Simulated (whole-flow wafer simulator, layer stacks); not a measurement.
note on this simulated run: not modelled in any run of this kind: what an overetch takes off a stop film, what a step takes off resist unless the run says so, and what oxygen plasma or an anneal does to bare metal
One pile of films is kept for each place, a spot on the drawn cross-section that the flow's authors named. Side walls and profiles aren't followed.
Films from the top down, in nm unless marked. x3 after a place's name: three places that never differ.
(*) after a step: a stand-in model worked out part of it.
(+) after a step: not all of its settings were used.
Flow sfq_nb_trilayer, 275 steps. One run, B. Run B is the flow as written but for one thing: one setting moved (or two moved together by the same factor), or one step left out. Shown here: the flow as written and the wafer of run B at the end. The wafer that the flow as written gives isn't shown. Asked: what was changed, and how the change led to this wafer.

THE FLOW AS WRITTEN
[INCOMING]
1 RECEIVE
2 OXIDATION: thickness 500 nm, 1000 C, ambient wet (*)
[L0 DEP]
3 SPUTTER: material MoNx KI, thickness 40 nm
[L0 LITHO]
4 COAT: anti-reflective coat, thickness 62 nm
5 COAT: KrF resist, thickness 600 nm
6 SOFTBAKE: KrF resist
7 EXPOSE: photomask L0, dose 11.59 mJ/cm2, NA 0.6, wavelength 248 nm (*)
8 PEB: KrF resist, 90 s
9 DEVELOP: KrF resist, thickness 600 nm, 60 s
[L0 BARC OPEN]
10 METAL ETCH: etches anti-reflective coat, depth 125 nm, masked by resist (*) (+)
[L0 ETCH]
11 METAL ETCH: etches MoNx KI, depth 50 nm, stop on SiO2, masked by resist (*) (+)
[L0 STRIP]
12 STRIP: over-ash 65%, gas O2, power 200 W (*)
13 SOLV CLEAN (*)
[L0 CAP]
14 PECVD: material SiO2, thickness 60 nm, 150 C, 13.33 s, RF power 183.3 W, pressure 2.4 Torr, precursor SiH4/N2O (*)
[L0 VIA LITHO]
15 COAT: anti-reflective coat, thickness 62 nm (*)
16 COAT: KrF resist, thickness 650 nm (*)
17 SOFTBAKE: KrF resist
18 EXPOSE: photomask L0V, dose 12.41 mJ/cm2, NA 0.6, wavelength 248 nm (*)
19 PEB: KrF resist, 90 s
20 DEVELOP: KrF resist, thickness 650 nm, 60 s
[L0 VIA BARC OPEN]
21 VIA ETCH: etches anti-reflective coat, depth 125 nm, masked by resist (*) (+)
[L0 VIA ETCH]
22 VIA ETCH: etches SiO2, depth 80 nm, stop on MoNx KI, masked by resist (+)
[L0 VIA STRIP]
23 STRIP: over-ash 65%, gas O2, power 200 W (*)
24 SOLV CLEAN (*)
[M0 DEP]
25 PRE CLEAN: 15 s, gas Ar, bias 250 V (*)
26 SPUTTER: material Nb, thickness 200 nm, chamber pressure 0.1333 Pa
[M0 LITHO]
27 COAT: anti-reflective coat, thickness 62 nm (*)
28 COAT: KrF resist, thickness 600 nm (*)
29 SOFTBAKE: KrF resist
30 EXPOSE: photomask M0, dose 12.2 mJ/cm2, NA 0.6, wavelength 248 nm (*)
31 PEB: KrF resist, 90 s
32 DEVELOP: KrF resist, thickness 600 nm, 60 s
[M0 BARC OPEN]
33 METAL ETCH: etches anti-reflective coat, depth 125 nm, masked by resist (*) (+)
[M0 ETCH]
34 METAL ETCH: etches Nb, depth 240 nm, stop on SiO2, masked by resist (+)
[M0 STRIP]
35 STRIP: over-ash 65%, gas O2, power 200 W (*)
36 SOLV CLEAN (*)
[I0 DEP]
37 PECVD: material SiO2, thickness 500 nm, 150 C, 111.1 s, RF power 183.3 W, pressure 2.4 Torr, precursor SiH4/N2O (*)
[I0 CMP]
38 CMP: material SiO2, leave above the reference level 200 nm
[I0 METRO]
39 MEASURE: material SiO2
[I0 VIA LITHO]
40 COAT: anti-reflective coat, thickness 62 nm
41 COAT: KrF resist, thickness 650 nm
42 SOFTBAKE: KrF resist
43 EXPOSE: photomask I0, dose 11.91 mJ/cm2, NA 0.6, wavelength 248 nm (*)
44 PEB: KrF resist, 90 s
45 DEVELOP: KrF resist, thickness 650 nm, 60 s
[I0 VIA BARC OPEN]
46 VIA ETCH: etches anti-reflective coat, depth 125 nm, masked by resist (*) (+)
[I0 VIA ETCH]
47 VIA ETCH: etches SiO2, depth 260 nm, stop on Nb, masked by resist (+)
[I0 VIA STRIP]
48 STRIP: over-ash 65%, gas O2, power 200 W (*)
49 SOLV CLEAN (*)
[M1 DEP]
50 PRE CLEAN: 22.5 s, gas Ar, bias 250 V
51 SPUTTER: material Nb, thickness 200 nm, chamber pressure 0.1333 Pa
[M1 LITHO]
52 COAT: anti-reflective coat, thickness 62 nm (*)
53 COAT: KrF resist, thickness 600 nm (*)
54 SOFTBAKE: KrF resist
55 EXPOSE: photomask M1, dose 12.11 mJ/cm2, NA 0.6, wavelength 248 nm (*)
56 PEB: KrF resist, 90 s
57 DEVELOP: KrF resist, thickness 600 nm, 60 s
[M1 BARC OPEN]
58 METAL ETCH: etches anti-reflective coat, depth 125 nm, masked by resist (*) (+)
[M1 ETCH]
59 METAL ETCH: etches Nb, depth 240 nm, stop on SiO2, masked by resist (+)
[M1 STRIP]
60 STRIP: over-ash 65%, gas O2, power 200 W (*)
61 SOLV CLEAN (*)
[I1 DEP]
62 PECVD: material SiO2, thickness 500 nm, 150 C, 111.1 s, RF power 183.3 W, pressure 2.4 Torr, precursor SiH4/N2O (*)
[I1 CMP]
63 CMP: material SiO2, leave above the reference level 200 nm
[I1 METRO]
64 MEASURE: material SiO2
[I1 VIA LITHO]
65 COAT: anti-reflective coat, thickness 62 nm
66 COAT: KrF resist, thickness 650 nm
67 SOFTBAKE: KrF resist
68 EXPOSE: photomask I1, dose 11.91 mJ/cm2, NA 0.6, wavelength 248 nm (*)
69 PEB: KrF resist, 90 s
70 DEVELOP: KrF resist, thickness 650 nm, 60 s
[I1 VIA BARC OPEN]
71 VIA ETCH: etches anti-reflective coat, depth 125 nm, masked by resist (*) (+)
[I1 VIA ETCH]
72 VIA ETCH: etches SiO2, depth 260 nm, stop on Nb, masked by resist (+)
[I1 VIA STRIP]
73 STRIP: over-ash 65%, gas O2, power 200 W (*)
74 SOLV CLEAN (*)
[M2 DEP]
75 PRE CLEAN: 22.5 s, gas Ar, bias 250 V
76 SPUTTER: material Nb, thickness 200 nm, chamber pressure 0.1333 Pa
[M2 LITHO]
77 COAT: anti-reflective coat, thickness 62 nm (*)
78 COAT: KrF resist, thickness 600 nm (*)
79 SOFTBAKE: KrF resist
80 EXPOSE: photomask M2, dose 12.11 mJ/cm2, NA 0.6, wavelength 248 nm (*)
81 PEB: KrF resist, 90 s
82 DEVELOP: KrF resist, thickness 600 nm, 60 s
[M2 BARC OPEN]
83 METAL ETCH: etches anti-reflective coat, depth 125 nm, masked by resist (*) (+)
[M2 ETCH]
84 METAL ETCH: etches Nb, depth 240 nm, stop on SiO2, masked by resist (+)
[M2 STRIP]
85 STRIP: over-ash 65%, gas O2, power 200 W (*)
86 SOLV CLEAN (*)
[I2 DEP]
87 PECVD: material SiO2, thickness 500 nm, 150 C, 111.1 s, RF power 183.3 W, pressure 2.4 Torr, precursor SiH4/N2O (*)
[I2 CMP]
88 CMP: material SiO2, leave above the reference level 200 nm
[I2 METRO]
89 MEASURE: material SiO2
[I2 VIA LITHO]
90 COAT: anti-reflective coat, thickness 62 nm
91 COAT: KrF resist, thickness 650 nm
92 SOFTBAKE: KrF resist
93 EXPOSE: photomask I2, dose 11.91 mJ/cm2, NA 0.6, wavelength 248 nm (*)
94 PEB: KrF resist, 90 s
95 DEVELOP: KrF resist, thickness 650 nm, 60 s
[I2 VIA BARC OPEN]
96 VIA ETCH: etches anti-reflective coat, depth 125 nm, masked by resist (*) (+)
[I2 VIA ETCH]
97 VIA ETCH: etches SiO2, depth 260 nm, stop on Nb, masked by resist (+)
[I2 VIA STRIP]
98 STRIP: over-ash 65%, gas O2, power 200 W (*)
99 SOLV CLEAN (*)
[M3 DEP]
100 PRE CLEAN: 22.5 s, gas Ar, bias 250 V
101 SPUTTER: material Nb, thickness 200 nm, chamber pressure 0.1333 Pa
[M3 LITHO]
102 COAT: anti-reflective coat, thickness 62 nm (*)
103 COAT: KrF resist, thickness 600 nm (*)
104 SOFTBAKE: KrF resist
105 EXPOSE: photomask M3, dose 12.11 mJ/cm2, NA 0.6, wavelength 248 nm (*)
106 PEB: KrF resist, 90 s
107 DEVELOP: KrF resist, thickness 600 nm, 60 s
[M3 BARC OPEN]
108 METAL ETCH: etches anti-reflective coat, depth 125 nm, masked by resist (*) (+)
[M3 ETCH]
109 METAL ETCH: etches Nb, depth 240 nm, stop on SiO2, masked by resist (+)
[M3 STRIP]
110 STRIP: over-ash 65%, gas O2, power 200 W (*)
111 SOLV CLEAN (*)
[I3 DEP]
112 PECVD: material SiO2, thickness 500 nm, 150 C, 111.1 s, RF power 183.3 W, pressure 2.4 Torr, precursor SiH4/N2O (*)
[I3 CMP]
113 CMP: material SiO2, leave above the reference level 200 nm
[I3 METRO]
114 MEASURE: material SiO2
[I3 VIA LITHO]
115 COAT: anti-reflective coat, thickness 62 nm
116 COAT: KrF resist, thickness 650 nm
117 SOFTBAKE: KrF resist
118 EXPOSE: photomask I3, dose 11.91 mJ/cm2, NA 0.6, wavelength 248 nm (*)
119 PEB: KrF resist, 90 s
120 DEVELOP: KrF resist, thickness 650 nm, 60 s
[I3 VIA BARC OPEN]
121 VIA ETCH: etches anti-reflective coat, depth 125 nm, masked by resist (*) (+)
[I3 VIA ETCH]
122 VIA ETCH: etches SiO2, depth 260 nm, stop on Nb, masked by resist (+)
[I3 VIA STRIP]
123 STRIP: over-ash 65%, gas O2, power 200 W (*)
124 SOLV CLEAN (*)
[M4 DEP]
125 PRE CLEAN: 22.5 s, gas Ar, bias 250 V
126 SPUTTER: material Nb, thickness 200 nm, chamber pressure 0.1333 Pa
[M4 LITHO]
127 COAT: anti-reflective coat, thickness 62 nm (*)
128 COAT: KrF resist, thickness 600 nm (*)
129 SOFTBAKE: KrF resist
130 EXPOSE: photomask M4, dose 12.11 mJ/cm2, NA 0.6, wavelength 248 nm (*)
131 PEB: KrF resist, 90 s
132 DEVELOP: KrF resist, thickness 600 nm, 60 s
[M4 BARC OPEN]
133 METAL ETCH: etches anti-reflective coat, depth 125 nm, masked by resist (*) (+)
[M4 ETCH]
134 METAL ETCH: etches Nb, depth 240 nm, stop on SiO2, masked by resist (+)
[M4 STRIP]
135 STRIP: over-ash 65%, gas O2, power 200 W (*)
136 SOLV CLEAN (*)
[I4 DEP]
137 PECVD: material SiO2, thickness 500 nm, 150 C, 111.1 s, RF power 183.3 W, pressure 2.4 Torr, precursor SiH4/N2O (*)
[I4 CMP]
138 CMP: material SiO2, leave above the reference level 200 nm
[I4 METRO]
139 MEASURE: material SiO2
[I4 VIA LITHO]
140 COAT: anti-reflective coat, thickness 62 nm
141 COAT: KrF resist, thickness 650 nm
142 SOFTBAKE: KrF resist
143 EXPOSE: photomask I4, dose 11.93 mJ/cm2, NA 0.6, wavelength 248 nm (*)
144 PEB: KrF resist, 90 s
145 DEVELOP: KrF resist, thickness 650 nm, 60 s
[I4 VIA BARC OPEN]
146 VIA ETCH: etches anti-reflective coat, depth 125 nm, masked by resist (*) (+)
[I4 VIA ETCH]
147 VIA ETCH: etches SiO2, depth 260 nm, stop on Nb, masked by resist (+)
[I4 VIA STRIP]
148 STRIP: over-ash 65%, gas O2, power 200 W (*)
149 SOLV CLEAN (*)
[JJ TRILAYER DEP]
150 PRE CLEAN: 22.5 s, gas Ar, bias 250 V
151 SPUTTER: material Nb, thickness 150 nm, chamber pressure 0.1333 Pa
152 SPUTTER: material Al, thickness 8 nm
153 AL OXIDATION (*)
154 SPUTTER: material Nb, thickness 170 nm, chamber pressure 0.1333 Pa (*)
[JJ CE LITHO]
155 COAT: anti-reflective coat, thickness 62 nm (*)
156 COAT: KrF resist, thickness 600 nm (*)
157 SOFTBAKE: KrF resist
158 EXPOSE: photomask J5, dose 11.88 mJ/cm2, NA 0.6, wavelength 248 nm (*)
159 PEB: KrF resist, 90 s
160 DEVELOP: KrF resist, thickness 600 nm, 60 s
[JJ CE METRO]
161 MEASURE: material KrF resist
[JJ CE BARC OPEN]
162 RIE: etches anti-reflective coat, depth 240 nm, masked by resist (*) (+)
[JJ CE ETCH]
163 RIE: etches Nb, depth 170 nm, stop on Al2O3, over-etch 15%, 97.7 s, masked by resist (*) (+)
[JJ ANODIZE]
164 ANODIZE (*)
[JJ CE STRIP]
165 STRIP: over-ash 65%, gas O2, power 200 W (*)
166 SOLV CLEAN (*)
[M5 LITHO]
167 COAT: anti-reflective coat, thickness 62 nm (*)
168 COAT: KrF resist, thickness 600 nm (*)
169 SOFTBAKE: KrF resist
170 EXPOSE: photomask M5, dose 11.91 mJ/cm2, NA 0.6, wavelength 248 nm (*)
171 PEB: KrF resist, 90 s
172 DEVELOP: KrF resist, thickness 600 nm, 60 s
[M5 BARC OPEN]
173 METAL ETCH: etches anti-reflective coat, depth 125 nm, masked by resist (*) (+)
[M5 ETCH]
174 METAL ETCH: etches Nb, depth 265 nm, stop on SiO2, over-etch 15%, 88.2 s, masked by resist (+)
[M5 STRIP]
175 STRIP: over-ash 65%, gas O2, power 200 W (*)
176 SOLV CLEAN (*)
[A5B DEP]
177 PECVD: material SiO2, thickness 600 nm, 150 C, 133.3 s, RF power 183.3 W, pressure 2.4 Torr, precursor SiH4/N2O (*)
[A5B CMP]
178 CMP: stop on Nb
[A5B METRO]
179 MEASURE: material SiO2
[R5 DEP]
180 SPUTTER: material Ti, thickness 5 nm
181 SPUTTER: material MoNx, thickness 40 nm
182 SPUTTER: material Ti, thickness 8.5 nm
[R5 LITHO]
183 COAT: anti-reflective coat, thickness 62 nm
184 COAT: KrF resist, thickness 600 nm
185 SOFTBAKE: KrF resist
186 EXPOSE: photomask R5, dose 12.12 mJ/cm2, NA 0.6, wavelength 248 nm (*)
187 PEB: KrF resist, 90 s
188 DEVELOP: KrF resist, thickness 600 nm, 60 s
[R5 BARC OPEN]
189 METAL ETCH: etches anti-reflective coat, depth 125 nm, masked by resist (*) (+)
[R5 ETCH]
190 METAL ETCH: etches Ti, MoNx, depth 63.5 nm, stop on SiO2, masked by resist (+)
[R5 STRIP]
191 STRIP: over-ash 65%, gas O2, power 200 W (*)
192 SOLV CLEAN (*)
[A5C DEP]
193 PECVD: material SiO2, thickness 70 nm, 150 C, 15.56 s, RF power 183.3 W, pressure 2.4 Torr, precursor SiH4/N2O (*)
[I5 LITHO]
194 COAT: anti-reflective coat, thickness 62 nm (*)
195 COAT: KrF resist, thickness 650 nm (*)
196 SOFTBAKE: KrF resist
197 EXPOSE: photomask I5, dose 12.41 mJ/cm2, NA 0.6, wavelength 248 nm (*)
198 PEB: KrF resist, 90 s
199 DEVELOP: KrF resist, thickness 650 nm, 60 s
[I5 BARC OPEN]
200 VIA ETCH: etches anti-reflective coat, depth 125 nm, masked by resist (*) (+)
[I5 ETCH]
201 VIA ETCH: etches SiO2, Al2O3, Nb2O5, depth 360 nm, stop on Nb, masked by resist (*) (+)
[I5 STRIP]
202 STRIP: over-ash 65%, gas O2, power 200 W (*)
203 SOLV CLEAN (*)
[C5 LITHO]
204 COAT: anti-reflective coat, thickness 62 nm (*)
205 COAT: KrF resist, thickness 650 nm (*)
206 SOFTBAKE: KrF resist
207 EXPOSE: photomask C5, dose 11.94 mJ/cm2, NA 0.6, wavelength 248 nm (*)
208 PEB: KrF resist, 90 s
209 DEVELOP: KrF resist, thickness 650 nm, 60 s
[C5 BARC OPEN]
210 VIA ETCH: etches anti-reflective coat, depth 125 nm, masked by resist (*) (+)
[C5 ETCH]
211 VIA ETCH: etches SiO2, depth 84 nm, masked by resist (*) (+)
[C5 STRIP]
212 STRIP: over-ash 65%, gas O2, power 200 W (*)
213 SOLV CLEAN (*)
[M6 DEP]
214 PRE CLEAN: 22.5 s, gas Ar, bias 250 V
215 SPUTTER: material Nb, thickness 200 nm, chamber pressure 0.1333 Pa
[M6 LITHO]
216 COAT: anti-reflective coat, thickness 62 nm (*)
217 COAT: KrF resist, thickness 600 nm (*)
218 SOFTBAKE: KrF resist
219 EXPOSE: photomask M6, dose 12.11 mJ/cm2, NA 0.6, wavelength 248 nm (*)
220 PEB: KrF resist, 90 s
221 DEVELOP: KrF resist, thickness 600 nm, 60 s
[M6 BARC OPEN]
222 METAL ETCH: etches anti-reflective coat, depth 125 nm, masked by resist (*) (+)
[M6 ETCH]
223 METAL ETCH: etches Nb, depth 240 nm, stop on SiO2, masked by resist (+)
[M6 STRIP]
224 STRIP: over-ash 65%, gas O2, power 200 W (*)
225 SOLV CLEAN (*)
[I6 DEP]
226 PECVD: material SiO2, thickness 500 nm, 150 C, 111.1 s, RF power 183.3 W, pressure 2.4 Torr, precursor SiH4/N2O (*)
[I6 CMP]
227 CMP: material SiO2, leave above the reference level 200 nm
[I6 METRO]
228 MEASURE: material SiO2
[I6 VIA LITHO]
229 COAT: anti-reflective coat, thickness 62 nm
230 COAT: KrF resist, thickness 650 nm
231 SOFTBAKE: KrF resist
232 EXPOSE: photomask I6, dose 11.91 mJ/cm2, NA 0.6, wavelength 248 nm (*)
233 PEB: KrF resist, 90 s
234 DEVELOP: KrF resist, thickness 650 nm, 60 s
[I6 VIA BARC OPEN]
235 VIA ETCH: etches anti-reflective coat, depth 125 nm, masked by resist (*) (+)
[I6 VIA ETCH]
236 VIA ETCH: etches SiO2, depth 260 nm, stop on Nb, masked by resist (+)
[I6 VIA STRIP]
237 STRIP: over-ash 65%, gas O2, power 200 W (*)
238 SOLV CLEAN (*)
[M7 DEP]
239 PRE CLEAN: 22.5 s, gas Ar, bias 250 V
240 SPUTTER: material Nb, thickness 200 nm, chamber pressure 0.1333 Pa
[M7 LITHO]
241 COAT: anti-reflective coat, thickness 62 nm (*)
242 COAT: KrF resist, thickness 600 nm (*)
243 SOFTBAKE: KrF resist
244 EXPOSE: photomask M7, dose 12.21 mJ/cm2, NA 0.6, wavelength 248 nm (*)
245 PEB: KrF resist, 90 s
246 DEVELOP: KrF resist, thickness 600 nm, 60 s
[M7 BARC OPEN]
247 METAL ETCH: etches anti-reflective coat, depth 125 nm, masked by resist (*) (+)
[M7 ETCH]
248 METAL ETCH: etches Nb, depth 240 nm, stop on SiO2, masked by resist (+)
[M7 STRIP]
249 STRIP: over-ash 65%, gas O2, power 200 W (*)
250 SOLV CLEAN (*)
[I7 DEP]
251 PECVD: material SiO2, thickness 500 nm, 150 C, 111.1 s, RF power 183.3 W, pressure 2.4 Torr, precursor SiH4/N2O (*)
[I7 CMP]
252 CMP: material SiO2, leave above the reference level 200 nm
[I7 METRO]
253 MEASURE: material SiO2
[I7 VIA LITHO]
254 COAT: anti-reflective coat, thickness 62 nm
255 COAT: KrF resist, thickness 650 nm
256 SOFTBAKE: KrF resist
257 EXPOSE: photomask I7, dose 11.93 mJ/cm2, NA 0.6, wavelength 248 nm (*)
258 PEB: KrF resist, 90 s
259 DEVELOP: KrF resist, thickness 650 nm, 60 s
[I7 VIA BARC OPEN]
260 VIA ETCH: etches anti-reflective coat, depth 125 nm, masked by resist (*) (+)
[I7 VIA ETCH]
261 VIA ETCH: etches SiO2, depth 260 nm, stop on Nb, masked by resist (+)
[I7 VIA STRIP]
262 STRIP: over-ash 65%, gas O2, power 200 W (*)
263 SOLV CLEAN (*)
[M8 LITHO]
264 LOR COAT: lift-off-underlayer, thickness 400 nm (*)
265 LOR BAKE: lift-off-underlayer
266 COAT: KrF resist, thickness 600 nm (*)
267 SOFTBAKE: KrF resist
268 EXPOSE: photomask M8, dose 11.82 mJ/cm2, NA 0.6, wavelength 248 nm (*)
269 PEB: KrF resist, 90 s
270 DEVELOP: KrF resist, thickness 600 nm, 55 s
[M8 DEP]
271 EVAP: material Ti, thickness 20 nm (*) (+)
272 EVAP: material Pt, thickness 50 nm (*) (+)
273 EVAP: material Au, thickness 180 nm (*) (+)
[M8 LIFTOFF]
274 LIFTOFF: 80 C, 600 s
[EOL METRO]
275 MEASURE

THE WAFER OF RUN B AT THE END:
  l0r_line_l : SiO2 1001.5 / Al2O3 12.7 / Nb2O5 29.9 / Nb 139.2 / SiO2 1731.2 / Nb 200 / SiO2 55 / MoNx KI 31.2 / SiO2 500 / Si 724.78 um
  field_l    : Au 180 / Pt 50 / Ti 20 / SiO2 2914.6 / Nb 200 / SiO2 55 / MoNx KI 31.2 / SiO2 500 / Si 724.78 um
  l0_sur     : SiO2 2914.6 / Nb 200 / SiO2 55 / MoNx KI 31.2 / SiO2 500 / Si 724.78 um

The cause: step 3, SPUTTER: thickness 31.25 nm was run, where the flow has thickness 40 nm.
It can be read off the wafer: l0r_line_l has MoNx KI 31.2, and step 3 as written asks for 40 nm.

How the change led to this, step by step:
  3 SPUTTER: material MoNx KI, thickness 40 nm
      field_l, v_sur, via_wl and 103 more: MoNx KI +31.2 (new film) (as written it would be: MoNx KI +40 (new film))
  11 METAL ETCH: etches MoNx KI, depth 50 nm, stop on SiO2, masked by resist (*) (+)
      v_sur, via_wl, via_w and 97 more: MoNx KI -31.2 (all of it) (as written it would be: MoNx KI -40 (all of it))
      field_l, l0_sur, l0v, l0r_line_l, l0r_line_c, l0r_line_r: KrF resist -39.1 (as written it would be: KrF resist -41.7)
  15 COAT: anti-reflective coat, thickness 62 nm (*)
      v_sur: anti-reflective coat +70 (new film) (as written it would be: anti-reflective coat +72.2 (new film))
      l0_sur: anti-reflective coat +55.8 (new film) (as written it would be: anti-reflective coat +54.2 (new film))
      (and at 1 more place)
  23 STRIP: over-ash 65%, gas O2, power 200 W (*)
      v_sur: KrF resist -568 (all of it), anti-reflective coat -70 (all of it) (as written it would be: KrF resist -570.5 (all of it), anti-reflective coat -72.2 (all of it))
      l0_sur: KrF resist -554.4 (all of it), anti-reflective coat -55.8 (all of it) (as written it would be: KrF resist -552.8 (all of it), anti-reflective coat -54.2 (all of it))
      (and at 1 more place)
  27 COAT: anti-reflective coat, thickness 62 nm (*)
      v_sur: anti-reflective coat +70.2 (new film) (as written it would be: anti-reflective coat +72.3 (new film))
      lsp_r: anti-reflective coat +66.4 (new film) (as written it would be: anti-reflective coat +67.8 (new film))
      (and at 2 more places)
  35 STRIP: over-ash 65%, gas O2, power 200 W (*)
      v_sur: KrF resist -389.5 (all of it), anti-reflective coat -70.2 (all of it) (as written it would be: KrF resist -391.6 (all of it), anti-reflective coat -72.3 (all of it))
      lsp_r: KrF resist -387.2 (all of it), anti-reflective coat -66.4 (all of it) (as written it would be: KrF resist -389.8 (all of it), anti-reflective coat -67.8 (all of it))
      (and at 2 more places)
  38 CMP: material SiO2, leave above the reference level 200 nm
      field_l, l0_sur, l0r_line_l, l0r_line_c, l0r_line_r: SiO2 -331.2 (as written it would be: SiO2 -340)
      l0v: SiO2 -269 (as written it would be: SiO2 -277.8)
